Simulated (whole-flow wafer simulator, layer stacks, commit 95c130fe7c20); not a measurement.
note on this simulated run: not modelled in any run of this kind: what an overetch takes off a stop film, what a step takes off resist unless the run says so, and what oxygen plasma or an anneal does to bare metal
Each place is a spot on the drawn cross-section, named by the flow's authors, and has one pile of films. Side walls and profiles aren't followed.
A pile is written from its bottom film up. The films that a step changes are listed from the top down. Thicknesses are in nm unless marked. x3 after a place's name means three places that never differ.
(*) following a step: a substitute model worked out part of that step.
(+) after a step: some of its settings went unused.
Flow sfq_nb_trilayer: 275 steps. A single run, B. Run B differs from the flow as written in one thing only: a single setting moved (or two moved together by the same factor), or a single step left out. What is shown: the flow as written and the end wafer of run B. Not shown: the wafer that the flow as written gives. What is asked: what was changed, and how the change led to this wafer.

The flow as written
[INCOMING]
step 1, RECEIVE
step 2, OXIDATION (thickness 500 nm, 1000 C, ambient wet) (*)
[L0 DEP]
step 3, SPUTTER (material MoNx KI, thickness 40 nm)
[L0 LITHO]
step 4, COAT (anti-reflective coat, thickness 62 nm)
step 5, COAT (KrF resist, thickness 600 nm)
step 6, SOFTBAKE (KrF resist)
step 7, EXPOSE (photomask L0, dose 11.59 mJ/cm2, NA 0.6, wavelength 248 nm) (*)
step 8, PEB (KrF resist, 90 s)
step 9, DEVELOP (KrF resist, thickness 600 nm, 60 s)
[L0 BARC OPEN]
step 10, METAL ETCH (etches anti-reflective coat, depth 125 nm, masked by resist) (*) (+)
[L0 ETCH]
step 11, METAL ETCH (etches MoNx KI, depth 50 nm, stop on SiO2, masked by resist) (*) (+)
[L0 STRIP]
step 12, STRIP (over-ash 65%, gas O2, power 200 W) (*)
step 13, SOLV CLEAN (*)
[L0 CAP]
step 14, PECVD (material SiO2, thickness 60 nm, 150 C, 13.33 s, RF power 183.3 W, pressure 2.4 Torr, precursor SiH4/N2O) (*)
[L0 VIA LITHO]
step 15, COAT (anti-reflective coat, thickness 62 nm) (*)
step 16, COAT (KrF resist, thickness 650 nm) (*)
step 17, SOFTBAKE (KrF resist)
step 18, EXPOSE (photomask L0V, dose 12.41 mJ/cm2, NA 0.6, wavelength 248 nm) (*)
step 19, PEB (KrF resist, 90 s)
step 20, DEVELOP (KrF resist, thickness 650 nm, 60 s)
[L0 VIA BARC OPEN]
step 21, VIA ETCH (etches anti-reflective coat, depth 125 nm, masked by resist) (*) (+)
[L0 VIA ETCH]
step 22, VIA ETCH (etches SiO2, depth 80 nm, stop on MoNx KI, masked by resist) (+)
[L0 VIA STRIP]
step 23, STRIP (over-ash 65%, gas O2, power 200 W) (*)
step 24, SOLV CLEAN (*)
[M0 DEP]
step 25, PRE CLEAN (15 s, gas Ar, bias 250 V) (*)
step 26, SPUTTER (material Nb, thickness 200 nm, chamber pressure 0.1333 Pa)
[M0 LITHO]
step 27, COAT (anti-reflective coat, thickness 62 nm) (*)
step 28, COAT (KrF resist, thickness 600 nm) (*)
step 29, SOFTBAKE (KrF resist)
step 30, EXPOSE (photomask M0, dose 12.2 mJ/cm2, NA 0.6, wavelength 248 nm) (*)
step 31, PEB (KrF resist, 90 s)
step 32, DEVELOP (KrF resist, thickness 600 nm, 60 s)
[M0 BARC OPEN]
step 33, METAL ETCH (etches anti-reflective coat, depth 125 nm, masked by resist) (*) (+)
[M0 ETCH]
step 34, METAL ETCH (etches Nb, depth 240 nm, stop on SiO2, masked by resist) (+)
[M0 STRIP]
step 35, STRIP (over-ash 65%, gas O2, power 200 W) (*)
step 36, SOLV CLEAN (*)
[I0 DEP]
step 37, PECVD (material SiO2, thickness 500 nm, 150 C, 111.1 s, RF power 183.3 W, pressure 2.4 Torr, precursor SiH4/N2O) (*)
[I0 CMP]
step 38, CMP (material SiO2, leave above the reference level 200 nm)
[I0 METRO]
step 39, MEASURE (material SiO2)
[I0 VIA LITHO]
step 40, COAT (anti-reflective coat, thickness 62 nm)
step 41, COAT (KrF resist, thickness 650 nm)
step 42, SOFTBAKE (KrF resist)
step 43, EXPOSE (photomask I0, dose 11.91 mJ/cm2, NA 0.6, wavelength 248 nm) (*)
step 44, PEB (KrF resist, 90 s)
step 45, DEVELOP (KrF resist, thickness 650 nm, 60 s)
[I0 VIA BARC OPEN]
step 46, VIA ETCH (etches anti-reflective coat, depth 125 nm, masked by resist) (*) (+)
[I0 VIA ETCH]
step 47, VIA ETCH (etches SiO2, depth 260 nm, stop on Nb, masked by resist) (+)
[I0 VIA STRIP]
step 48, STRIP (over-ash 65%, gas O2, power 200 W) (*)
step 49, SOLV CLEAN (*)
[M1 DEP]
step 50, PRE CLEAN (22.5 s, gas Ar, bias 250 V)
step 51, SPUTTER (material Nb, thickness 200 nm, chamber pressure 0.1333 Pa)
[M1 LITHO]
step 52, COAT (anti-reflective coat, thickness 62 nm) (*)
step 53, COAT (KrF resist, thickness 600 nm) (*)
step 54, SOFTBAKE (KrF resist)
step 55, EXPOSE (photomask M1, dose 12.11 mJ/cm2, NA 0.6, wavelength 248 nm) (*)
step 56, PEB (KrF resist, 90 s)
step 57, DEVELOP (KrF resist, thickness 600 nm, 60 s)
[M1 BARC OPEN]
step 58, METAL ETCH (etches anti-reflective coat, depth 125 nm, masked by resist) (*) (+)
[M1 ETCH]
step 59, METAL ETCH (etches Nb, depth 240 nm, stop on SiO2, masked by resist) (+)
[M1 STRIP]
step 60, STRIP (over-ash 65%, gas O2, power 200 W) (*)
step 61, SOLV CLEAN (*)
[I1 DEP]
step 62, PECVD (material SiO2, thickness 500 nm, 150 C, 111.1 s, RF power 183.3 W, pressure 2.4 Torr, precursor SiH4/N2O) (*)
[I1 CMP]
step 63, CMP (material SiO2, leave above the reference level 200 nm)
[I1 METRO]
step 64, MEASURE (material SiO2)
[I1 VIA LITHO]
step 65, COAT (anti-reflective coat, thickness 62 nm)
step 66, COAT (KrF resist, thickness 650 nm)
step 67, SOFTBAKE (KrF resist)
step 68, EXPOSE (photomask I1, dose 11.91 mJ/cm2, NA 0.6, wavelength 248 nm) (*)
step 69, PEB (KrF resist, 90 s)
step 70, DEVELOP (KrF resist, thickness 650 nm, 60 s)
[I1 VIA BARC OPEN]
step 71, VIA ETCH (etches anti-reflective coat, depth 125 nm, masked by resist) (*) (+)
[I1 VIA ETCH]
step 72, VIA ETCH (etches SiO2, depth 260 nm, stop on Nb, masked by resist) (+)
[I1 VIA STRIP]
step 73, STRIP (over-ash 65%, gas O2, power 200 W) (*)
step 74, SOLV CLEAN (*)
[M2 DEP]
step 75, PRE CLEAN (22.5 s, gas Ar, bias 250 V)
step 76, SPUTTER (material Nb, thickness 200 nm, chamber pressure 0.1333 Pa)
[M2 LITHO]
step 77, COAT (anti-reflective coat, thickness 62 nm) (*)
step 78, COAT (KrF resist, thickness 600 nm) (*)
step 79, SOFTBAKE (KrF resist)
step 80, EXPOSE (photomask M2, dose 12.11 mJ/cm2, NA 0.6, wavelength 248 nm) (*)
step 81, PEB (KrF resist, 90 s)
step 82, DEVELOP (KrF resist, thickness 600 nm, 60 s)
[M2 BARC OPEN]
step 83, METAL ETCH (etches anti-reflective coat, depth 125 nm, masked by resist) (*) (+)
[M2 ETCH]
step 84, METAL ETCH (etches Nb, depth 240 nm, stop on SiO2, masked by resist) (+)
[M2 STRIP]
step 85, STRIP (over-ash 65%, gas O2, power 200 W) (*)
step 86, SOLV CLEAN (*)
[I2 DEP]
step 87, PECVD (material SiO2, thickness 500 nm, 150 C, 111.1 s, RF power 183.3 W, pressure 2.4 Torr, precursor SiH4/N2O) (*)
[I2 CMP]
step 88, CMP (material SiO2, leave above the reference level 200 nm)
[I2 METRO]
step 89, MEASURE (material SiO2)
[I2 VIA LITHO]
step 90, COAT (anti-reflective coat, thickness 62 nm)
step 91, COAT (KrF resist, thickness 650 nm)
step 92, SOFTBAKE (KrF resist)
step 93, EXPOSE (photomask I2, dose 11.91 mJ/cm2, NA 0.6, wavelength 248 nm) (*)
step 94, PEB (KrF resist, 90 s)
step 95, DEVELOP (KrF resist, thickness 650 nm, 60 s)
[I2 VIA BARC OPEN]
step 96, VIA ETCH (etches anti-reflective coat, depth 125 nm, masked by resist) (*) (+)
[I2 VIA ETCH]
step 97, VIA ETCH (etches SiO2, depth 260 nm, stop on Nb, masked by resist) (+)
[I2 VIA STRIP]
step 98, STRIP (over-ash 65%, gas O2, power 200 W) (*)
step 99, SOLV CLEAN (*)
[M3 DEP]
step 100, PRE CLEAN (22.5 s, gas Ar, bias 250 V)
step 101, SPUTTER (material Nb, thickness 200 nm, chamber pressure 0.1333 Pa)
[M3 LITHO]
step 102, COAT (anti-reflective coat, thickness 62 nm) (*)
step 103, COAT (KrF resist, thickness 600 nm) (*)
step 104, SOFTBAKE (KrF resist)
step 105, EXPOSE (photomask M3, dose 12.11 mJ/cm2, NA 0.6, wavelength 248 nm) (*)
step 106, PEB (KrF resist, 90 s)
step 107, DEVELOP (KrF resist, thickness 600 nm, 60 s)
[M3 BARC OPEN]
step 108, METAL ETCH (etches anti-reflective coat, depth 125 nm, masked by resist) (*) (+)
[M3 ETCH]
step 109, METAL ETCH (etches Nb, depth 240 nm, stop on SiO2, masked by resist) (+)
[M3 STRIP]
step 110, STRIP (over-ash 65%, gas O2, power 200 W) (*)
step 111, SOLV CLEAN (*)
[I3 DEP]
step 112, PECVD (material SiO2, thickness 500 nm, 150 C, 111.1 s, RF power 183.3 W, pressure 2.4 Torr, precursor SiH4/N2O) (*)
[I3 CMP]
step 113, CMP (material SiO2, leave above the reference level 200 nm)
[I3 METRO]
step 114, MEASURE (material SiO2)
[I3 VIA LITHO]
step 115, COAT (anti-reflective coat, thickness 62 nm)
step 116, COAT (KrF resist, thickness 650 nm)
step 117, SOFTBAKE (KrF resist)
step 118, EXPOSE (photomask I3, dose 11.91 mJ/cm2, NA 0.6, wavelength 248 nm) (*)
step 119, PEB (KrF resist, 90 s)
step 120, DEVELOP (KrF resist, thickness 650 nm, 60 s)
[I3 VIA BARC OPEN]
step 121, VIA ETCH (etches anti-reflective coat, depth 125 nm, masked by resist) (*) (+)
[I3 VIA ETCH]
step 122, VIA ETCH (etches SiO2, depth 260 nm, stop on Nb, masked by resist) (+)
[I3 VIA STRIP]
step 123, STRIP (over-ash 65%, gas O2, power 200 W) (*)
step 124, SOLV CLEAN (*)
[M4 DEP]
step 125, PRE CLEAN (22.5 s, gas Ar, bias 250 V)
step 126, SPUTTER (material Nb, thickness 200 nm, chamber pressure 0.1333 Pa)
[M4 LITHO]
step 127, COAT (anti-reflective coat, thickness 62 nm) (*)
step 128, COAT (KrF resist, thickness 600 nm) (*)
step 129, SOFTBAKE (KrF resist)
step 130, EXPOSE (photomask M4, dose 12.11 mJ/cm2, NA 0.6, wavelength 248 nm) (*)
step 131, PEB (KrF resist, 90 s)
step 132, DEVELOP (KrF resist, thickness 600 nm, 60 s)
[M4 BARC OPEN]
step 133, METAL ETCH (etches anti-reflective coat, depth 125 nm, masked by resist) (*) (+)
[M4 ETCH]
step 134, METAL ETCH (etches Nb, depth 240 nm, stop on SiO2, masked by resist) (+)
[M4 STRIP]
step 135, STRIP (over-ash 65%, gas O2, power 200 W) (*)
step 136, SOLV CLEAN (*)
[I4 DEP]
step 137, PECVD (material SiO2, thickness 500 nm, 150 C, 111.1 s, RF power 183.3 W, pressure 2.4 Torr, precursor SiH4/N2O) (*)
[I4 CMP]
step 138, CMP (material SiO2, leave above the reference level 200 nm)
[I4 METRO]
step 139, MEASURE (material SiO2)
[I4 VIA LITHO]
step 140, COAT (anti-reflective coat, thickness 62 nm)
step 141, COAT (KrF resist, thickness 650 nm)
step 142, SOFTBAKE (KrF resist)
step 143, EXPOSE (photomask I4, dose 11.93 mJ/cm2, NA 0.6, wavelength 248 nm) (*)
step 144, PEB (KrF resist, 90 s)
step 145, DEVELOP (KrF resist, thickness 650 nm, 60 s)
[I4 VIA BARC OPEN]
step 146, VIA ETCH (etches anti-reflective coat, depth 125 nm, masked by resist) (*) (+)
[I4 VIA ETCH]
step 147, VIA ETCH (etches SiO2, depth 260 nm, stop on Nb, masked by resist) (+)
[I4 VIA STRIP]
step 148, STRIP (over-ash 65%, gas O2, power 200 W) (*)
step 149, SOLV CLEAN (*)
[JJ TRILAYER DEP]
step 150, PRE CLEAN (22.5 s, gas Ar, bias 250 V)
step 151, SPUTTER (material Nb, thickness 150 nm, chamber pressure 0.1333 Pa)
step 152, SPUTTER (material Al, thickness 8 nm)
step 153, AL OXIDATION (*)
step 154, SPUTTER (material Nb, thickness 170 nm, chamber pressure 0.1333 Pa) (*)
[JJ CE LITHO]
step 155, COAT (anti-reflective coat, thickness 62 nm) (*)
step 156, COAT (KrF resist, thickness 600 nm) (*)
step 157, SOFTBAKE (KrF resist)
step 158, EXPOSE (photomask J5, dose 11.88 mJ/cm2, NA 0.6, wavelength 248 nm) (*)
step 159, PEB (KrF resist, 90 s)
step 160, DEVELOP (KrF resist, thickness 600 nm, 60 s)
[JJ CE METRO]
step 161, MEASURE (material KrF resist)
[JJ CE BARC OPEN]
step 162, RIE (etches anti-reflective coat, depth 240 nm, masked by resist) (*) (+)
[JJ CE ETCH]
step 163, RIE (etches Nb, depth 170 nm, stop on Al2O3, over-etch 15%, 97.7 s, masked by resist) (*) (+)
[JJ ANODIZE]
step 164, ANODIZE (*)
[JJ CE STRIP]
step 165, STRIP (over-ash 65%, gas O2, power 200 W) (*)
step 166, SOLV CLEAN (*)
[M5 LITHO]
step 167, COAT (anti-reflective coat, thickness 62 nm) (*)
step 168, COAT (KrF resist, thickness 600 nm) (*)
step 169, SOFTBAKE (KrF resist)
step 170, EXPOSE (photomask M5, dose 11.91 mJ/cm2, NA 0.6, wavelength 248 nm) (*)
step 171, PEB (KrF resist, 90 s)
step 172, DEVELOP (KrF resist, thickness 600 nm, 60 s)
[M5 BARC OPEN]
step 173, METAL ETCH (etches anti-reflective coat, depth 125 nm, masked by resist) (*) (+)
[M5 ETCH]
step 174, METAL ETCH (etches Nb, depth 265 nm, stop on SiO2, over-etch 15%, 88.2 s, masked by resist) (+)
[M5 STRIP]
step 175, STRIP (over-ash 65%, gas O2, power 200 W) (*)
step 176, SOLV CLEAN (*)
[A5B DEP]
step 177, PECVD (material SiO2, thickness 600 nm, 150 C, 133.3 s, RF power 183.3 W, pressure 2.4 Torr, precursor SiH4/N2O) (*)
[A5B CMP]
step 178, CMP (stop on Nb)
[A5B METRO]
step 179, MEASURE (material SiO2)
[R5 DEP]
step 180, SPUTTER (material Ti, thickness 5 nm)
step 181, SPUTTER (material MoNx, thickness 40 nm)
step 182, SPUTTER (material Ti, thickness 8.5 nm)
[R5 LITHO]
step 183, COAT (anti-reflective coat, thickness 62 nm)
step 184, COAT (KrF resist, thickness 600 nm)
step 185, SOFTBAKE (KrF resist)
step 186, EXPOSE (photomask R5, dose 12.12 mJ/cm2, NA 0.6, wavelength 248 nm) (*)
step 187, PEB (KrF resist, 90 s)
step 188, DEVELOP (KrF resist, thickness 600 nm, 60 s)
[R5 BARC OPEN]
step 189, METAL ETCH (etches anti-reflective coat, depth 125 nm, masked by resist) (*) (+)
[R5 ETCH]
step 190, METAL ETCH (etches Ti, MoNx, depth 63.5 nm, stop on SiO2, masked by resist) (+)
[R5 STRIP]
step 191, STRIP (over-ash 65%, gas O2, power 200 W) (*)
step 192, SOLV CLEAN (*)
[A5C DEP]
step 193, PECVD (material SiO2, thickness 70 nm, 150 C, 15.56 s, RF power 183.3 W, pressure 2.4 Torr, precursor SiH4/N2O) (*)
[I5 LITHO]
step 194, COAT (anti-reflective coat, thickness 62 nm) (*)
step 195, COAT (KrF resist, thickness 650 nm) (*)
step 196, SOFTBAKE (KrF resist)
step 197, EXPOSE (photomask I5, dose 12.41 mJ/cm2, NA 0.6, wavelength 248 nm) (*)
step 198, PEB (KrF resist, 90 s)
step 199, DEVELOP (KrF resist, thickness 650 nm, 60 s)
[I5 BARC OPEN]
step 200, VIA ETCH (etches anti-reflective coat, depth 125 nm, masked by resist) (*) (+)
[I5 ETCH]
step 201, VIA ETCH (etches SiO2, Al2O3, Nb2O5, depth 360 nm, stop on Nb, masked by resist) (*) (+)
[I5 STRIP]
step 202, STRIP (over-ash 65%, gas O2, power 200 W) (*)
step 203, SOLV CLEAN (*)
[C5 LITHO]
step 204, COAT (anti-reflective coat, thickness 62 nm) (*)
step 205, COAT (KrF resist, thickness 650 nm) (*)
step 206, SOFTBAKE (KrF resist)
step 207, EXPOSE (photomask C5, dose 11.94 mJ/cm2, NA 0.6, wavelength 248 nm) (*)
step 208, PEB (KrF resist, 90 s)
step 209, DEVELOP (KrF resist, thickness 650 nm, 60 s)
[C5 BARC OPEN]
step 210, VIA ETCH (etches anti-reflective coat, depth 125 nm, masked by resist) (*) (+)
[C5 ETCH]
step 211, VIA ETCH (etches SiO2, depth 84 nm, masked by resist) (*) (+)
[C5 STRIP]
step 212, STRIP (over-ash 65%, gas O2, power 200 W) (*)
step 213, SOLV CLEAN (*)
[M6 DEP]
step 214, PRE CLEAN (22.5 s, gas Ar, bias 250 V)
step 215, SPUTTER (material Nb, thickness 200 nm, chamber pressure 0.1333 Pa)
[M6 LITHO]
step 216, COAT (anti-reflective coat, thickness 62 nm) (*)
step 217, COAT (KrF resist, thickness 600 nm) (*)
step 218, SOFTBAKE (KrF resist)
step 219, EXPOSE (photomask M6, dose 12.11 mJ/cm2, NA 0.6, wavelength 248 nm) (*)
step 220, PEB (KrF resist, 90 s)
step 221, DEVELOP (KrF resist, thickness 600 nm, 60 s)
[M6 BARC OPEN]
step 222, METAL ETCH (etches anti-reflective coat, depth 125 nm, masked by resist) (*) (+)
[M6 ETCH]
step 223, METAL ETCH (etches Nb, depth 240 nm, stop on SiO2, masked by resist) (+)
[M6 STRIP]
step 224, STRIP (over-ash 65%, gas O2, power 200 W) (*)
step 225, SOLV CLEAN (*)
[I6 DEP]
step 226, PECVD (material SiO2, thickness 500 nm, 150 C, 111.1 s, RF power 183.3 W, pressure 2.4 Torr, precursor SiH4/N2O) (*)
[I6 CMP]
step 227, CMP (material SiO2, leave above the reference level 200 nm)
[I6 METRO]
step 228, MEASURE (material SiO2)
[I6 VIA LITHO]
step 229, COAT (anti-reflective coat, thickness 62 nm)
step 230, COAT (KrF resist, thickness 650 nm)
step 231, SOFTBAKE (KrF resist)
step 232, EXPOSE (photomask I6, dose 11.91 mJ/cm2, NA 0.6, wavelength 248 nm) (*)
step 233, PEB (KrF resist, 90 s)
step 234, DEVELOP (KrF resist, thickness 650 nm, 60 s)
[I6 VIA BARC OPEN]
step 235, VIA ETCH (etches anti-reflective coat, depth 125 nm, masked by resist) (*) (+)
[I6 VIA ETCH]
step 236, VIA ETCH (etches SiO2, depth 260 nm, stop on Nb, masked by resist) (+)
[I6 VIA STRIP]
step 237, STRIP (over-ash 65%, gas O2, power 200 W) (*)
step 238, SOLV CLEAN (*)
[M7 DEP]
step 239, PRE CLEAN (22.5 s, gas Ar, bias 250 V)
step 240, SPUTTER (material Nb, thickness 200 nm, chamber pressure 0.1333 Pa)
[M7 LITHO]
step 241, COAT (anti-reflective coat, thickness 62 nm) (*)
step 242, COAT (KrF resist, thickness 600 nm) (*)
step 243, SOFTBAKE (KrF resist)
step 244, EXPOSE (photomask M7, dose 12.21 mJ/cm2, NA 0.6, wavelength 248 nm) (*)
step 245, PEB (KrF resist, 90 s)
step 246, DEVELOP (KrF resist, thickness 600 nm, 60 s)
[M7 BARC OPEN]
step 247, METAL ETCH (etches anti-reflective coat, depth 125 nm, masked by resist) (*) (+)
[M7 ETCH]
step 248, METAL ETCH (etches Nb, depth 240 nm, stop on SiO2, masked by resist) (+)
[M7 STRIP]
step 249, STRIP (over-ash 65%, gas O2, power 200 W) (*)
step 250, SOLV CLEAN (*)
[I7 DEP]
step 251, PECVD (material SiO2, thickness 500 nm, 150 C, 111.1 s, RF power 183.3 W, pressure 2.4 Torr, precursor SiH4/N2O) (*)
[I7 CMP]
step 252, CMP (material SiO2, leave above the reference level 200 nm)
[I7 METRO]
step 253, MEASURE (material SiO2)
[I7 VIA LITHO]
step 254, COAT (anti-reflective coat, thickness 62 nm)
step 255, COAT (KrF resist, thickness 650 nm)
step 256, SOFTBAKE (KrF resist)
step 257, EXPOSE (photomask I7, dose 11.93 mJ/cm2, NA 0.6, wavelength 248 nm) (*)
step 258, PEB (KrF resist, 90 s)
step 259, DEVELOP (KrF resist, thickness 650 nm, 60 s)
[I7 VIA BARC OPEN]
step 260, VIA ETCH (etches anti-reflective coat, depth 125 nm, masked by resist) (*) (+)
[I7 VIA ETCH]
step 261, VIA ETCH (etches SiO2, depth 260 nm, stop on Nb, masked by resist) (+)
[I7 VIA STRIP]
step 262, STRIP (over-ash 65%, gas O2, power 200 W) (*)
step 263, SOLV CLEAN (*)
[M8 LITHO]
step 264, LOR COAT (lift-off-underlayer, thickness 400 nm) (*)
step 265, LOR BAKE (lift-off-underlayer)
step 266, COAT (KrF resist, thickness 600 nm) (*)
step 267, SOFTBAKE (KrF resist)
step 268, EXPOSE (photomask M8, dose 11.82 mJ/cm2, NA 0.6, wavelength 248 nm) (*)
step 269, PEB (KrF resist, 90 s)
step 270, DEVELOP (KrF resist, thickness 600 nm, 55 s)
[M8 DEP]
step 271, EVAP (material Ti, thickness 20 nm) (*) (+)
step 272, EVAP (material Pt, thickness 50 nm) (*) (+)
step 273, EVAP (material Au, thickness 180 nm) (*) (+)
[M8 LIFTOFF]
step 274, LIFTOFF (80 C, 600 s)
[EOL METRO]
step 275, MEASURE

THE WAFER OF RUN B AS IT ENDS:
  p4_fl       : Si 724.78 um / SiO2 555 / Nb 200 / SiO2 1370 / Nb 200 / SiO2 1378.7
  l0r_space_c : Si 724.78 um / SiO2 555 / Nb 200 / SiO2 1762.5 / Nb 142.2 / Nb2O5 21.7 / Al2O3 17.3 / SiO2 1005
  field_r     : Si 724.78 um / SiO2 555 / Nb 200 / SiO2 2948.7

What caused this: step 152, SPUTTER: thickness 10.8 nm was run, whereas the flow has thickness 8 nm.

Step by step, how the change led to this:
  step 152, SPUTTER (material Al, thickness 8 nm)
      field_l, v_sur, via_sp and 100 more: Al gains 10.8 (new film) (it would be, as written: Al gains 8 (new film))
      via_wl, via_wr: Al gains 6.94 (new film) (it would be, as written: Al gains 5.14 (new film))
      (as well as at 1 more place)
  step 164, ANODIZE (*)
      field_l, v_sur, via_sp and 96 more: Al2O3 gains 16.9, Nb2O5 gains 21.7 (new film), Al loses 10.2 (all of it), Nb loses 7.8 (it would be, as written: Al2O3 gains 12.2, Nb2O5 gains 29.9 (new film), Al loses 7.42 (all of it), Nb loses 10.8)
      via_wl, via_wr: Al2O3 gains 10.5 (new film), Nb2O5 gains 33.9 (new film), Al loses 6.36 (all of it), Nb loses 12.2 (it would be, as written: Al2O3 gains 7.52 (new film), Nb2O5 gains 39.2 (new film), Al loses 4.56 (all of it), Nb loses 14.1)
      (as well as at 1 more place)
  step 174, METAL ETCH (etches Nb, depth 265 nm, stop on SiO2, over-etch 15%, 88.2 s, masked by resist) (+)
      field_l, r_sur, res and 50 more: Al2O3 loses 17.2 (all of it), Nb2O5 loses 21.7 (all of it), Nb loses 142.2 (all of it), SiO2 loses 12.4 (it would be, as written: Al2O3 loses 12.6 (all of it), Nb2O5 loses 29.9 (all of it), Nb loses 139.2 (all of it), SiO2 loses 12.3)
  step 201, VIA ETCH (etches SiO2, Al2O3, Nb2O5, depth 360 nm, stop on Nb, masked by resist) (*) (+)
      be: SiO2 loses 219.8 (all of it), Al2O3 loses 17.3 (all of it), Nb2O5 loses 21.7 (all of it) (it would be, as written: SiO2 loses 216.4 (all of it), Al2O3 loses 12.7 (all of it), Nb2O5 loses 29.9 (all of it))
